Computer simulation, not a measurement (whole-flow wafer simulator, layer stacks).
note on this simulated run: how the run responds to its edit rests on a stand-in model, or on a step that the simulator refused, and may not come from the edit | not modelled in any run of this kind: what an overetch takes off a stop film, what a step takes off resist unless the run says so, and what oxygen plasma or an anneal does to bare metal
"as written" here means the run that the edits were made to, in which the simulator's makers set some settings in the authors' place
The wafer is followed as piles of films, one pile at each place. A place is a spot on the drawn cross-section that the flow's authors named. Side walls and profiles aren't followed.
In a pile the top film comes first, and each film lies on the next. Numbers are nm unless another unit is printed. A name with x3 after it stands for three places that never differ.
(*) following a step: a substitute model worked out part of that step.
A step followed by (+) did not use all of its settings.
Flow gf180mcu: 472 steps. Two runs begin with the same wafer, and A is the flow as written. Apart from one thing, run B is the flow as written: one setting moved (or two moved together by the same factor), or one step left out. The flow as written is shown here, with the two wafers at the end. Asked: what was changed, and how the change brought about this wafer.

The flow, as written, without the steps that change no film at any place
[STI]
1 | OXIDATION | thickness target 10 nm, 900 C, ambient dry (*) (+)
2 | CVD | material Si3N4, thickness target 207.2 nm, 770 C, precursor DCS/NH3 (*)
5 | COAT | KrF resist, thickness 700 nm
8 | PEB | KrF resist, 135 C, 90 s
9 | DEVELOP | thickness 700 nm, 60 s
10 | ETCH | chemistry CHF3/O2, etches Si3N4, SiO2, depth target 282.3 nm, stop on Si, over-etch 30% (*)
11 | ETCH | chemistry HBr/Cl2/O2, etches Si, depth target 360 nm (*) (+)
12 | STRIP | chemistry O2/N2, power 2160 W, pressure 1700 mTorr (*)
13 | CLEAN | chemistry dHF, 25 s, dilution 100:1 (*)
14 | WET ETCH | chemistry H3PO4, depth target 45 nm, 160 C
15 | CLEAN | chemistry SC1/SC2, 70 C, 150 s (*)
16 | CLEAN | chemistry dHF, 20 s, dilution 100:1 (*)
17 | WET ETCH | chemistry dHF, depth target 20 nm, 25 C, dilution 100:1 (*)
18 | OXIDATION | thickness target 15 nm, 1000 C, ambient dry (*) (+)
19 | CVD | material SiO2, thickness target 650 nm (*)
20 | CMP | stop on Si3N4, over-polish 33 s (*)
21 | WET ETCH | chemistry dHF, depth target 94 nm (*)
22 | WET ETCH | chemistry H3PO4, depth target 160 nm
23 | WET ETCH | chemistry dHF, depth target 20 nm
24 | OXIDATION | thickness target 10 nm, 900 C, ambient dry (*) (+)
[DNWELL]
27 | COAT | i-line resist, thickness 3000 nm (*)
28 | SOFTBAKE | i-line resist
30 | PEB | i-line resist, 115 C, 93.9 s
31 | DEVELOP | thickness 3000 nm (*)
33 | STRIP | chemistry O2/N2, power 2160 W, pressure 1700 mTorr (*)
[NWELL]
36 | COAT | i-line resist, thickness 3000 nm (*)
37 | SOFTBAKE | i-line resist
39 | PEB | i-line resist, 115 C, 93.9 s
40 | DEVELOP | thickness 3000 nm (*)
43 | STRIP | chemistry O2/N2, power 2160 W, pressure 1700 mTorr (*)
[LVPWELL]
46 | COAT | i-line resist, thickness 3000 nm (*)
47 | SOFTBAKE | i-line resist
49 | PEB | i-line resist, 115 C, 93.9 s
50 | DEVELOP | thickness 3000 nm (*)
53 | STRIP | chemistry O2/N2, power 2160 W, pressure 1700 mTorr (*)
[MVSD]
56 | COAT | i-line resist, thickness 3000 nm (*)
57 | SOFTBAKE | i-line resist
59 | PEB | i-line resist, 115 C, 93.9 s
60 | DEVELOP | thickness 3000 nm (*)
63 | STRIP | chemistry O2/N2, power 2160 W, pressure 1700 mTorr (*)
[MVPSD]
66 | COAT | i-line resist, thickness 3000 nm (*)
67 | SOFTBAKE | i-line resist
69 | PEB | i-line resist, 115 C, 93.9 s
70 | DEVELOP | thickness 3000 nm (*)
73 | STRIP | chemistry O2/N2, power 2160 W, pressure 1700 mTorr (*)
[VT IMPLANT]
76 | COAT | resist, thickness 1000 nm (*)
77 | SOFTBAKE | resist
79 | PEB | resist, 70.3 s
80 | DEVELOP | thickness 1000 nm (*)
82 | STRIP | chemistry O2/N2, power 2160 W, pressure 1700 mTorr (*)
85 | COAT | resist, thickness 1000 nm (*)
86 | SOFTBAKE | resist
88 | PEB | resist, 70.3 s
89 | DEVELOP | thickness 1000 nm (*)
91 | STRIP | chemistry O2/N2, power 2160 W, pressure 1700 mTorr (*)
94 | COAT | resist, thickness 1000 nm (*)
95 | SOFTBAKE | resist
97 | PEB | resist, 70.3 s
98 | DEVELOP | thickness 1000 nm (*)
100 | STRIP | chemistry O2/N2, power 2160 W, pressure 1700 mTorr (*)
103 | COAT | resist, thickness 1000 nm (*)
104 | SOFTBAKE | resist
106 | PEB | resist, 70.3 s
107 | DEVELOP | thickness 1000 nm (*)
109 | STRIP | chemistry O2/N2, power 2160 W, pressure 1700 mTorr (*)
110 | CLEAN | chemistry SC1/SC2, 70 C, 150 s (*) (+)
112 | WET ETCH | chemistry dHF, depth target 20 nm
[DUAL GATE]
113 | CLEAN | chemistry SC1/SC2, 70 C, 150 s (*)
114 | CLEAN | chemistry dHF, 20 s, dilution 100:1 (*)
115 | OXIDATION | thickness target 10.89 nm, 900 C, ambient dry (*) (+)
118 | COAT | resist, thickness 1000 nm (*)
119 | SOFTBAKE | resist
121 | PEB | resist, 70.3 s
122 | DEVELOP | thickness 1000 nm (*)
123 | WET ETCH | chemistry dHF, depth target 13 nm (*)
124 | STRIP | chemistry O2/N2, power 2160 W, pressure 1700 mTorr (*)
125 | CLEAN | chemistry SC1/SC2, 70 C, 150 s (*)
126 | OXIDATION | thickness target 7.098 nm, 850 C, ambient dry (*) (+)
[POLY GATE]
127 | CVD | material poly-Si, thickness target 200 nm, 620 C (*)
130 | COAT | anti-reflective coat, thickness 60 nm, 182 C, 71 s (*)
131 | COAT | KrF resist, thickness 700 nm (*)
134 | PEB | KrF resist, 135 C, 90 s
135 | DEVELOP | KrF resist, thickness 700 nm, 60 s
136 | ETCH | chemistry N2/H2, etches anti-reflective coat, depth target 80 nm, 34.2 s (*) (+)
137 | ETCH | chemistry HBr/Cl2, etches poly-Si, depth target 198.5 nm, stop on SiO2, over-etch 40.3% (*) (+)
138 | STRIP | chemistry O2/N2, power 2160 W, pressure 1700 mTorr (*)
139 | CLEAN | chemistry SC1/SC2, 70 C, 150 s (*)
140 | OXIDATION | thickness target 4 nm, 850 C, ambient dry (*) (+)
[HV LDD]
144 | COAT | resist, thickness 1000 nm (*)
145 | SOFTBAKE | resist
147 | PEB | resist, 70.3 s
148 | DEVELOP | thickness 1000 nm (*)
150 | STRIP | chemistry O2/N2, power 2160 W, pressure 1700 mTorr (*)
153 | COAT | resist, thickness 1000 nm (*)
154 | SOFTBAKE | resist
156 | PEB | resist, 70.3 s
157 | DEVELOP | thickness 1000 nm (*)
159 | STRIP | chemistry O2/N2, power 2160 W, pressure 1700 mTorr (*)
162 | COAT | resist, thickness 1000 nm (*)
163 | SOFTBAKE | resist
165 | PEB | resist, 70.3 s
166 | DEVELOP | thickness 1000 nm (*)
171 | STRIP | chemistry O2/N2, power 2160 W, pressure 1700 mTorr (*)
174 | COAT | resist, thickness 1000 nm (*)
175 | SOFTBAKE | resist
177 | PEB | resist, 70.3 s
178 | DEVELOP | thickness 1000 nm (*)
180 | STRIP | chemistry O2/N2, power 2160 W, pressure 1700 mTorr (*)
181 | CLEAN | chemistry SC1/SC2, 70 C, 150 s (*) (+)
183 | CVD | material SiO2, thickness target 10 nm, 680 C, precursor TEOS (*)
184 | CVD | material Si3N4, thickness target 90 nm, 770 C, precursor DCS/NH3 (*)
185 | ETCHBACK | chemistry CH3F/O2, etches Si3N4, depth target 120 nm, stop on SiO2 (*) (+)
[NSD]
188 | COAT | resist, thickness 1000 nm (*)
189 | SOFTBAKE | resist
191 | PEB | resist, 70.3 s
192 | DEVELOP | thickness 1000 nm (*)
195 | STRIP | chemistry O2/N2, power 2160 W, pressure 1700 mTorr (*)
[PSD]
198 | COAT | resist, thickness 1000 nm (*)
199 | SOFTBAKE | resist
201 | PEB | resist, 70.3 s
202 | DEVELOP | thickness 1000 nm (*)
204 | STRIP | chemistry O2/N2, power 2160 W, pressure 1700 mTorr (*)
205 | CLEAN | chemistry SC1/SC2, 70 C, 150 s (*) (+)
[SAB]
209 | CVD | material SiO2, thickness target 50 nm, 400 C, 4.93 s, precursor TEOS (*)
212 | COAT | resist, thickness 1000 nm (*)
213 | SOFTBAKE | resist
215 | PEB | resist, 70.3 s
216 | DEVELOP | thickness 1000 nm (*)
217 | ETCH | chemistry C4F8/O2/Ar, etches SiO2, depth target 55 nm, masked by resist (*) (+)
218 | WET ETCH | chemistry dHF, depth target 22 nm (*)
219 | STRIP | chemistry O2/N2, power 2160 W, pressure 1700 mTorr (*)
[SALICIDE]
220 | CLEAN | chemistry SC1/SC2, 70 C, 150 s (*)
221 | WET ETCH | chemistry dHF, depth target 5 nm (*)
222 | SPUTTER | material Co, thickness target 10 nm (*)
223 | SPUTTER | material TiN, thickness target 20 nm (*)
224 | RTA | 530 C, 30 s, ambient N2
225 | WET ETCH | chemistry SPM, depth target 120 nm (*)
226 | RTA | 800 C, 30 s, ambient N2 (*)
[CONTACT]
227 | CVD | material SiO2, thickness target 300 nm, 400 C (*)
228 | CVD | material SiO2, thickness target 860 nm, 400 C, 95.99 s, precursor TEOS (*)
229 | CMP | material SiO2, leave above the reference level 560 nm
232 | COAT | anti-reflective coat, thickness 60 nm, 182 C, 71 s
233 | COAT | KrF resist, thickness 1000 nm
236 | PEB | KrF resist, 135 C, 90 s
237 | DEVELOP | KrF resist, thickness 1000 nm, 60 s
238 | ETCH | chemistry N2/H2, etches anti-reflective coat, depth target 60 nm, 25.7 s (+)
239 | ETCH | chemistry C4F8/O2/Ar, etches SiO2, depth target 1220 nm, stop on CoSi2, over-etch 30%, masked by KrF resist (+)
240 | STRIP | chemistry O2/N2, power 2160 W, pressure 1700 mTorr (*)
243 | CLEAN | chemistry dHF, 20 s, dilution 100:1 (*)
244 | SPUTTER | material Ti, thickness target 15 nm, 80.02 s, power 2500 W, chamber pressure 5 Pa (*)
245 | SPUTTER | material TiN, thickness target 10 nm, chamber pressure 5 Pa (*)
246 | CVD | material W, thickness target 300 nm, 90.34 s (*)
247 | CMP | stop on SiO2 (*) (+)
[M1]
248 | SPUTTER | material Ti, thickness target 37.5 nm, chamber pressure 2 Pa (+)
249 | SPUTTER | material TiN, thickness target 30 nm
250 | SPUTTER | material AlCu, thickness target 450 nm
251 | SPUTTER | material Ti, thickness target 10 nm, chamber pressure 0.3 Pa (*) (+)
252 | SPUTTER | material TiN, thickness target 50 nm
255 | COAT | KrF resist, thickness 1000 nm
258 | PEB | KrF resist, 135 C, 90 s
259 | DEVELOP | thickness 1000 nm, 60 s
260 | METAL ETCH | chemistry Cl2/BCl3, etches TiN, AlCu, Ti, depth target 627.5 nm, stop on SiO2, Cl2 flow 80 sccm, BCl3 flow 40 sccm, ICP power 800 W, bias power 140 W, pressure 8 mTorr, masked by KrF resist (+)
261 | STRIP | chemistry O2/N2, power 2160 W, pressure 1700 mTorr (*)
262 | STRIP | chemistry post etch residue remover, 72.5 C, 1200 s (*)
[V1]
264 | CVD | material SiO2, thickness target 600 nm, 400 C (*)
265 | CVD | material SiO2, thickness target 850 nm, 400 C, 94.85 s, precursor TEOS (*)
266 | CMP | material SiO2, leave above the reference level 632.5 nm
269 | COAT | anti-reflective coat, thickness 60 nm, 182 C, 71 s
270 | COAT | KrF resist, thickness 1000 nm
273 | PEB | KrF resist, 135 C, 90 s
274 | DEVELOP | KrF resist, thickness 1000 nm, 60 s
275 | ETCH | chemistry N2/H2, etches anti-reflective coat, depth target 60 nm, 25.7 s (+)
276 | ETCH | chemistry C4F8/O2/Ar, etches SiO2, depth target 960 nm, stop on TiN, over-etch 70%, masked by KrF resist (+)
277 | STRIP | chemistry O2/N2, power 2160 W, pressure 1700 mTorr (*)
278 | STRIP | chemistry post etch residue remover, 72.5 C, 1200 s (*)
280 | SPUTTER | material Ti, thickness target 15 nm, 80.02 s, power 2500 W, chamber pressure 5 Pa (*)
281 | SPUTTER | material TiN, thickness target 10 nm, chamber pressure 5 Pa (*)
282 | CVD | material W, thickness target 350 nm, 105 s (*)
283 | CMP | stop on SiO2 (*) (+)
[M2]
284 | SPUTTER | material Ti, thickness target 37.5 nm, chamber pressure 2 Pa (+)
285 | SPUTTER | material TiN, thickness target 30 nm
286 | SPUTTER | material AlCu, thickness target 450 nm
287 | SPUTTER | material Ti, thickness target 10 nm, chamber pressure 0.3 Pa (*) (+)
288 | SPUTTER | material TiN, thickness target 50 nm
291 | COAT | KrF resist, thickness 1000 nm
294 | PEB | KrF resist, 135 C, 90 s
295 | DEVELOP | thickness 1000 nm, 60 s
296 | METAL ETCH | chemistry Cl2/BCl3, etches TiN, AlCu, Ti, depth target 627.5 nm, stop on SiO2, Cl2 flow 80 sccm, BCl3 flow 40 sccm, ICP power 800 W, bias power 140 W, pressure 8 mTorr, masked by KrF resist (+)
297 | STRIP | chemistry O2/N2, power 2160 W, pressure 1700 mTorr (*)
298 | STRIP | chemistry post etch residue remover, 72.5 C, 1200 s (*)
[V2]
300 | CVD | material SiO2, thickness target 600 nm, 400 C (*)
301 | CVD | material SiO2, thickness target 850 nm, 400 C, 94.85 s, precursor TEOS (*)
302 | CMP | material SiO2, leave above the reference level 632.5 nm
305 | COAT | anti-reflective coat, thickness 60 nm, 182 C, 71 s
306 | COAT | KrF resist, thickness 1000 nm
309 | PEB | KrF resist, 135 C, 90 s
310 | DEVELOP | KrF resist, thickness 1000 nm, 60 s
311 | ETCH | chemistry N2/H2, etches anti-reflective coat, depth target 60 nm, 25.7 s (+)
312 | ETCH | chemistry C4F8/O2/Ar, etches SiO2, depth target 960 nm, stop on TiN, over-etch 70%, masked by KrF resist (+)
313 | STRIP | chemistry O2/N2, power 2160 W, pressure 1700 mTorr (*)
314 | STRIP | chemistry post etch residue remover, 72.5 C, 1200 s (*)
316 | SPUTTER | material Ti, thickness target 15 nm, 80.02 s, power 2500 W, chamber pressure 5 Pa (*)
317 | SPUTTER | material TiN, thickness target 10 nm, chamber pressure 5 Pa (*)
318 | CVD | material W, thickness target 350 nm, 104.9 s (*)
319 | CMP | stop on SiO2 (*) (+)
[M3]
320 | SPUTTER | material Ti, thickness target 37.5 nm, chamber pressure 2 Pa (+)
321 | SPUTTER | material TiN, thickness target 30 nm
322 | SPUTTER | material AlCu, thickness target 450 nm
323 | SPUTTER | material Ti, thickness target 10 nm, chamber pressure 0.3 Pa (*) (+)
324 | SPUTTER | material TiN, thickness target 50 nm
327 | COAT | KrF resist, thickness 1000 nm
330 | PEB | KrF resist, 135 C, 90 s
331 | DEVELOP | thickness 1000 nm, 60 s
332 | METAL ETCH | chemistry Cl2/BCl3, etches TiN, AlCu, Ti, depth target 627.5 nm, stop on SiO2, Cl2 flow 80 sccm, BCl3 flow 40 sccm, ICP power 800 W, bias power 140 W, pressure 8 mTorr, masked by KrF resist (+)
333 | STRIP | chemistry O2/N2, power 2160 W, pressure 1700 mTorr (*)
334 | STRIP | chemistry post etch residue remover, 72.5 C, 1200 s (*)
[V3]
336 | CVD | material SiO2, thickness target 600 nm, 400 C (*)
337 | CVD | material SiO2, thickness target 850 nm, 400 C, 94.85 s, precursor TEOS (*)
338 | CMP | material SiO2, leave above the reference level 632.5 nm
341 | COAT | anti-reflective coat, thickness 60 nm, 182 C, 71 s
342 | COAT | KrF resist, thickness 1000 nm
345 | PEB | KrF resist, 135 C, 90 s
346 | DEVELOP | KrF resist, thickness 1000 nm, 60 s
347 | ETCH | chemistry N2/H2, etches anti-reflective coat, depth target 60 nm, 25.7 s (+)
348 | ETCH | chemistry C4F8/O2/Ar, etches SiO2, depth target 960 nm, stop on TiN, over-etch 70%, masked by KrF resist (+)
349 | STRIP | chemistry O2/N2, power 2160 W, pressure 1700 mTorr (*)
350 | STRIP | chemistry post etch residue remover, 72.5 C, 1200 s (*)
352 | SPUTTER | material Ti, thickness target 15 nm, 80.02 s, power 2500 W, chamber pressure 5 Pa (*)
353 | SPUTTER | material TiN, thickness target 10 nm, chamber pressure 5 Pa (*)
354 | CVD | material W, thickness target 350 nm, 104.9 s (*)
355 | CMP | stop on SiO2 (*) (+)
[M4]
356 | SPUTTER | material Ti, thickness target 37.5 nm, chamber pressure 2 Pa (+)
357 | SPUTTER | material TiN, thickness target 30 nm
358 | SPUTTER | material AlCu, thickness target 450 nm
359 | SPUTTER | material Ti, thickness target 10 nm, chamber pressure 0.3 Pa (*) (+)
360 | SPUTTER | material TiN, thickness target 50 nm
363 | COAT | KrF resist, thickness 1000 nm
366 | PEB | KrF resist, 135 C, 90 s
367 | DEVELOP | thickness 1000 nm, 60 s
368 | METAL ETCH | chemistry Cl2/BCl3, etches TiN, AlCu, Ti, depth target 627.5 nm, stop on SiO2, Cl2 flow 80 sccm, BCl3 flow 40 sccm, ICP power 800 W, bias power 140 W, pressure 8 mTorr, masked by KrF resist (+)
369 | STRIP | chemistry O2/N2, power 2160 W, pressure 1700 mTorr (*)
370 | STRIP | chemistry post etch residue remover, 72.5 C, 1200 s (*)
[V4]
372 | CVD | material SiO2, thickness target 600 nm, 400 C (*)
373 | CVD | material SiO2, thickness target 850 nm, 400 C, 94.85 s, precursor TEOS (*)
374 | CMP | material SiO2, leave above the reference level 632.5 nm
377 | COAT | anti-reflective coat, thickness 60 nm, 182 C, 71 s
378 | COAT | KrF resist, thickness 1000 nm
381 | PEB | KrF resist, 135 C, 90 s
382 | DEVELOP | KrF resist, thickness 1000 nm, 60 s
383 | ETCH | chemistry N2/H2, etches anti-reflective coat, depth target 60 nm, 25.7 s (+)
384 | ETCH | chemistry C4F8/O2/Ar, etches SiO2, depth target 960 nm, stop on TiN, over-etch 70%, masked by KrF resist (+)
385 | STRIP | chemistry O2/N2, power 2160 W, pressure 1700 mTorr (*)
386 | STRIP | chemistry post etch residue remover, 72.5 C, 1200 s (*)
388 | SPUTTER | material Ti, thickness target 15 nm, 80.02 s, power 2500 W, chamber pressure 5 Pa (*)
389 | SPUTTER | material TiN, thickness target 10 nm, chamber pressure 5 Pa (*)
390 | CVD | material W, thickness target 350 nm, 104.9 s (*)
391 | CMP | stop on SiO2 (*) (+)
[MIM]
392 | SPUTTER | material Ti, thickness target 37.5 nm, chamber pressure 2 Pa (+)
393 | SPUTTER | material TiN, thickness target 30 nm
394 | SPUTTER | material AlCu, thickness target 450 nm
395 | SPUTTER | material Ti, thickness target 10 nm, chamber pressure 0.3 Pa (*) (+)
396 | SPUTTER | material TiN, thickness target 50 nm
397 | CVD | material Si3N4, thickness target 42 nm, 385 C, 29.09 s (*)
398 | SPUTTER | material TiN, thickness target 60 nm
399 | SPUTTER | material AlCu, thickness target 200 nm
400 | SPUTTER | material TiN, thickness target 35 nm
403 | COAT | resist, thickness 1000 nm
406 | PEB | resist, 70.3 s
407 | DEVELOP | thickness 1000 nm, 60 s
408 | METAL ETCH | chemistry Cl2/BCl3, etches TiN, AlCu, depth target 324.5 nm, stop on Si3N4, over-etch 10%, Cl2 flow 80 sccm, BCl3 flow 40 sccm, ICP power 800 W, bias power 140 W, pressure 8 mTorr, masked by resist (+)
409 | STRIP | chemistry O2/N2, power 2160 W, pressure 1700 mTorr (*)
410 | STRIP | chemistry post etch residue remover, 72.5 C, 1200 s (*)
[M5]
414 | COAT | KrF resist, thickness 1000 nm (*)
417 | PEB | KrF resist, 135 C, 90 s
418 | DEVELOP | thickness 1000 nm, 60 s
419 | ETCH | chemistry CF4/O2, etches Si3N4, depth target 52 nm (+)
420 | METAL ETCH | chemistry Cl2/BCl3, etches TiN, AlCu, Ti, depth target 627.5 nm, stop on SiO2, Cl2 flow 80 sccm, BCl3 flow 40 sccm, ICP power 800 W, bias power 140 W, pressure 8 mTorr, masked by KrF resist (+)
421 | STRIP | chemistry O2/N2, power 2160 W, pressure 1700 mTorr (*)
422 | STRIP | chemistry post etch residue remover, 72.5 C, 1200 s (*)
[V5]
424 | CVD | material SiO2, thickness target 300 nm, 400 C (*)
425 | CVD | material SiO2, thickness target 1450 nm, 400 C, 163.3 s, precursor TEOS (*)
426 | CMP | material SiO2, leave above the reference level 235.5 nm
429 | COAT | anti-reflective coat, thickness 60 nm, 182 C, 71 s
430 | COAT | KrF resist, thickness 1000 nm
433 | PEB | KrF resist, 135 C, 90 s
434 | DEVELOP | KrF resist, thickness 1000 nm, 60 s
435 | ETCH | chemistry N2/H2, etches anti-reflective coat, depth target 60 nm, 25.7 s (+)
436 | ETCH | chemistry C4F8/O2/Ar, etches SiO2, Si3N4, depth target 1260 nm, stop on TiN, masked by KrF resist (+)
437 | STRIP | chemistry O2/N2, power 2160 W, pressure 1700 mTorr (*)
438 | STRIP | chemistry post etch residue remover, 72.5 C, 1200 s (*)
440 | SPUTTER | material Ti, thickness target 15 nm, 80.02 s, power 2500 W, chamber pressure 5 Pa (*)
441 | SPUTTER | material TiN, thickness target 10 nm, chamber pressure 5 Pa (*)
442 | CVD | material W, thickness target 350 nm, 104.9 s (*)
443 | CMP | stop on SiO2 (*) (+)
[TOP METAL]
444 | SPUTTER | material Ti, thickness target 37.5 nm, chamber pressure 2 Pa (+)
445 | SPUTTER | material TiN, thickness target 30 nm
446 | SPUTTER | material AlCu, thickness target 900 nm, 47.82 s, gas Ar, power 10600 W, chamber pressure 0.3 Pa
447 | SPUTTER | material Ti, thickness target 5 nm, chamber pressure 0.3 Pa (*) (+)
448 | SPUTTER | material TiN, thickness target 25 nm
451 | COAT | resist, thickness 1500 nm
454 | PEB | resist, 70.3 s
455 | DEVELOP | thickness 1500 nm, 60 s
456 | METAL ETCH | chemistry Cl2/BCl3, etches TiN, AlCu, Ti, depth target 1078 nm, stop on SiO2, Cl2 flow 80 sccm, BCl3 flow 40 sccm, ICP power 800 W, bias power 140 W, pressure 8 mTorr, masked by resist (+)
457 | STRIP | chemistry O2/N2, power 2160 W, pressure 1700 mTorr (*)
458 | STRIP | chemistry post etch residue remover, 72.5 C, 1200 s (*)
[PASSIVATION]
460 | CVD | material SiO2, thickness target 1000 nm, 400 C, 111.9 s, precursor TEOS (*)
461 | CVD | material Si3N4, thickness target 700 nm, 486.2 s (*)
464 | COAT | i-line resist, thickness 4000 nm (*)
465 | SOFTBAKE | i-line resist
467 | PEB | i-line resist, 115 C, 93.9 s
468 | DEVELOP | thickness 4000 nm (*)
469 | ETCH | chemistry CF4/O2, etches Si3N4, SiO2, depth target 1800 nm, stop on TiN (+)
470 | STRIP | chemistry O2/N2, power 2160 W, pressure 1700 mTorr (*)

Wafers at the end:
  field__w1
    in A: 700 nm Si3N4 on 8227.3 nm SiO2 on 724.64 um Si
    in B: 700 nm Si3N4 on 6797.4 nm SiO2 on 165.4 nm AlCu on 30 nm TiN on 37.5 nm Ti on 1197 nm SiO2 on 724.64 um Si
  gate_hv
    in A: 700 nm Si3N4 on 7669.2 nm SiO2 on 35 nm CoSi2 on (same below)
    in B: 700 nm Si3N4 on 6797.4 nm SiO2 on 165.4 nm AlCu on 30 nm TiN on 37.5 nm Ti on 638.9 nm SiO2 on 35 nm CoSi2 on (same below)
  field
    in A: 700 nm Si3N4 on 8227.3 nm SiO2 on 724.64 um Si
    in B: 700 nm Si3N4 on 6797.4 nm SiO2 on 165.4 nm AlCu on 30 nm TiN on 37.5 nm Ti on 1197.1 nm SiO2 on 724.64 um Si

Cause: step 260, METAL ETCH: depth target 338.9 nm was run, whereas the flow has depth target 627.5 nm.

The path from the change to this, step by step:
  260 | METAL ETCH | chemistry Cl2/BCl3, etches TiN, AlCu, Ti, depth target 627.5 nm, stop on SiO2, Cl2 flow 80 sccm, BCl3 flow 40 sccm, ICP power 800 W, bias power 140 W, pressure 8 mTorr, masked by KrF resist (+)
      field, field__w1, field__w2 and 99 more: A -50 TiN (all of it), -10 Ti (all of it), -450 AlCu (all of it), -30 TiN (all of it), -37.5 Ti (all of it) | B -50 TiN (all of it), -10 Ti (all of it), -278.9 AlCu
      field__w8, contact, m1 and 6 more: A -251 KrF resist | B -135.6 KrF resist
  261 | STRIP | chemistry O2/N2, power 2160 W, pressure 1700 mTorr (*)
      field__w8, contact, m1 and 6 more: A -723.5 KrF resist (all of it) | B -839 KrF resist (all of it)
  262 | STRIP | chemistry post etch residue remover, 72.5 C, 1200 s (*)
      field, field__w1, field__w2 and 99 more: A nothing | B -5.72 AlCu
  264 | CVD | material SiO2, thickness target 600 nm, 400 C (*)
      field, field__w1, field__w2 and 99 more: A +600 SiO2 | B +600 SiO2 (new film)
  266 | CMP | material SiO2, leave above the reference level 632.5 nm
      field, field__w1, field__w2 and 99 more: A -300 SiO2 | B -532.9 SiO2
Taking metal films that touch as one body, field__w1 has 1 body; the flow as written gives 0 bodies.
Taking metal films that touch as one body, gate_hv has 2 bodies (between them, from the top down: SiO2 638.9); the flow as written gives 1 body.
Taking metal films that touch as one body, field has 1 body; the flow as written gives 0 bodies.
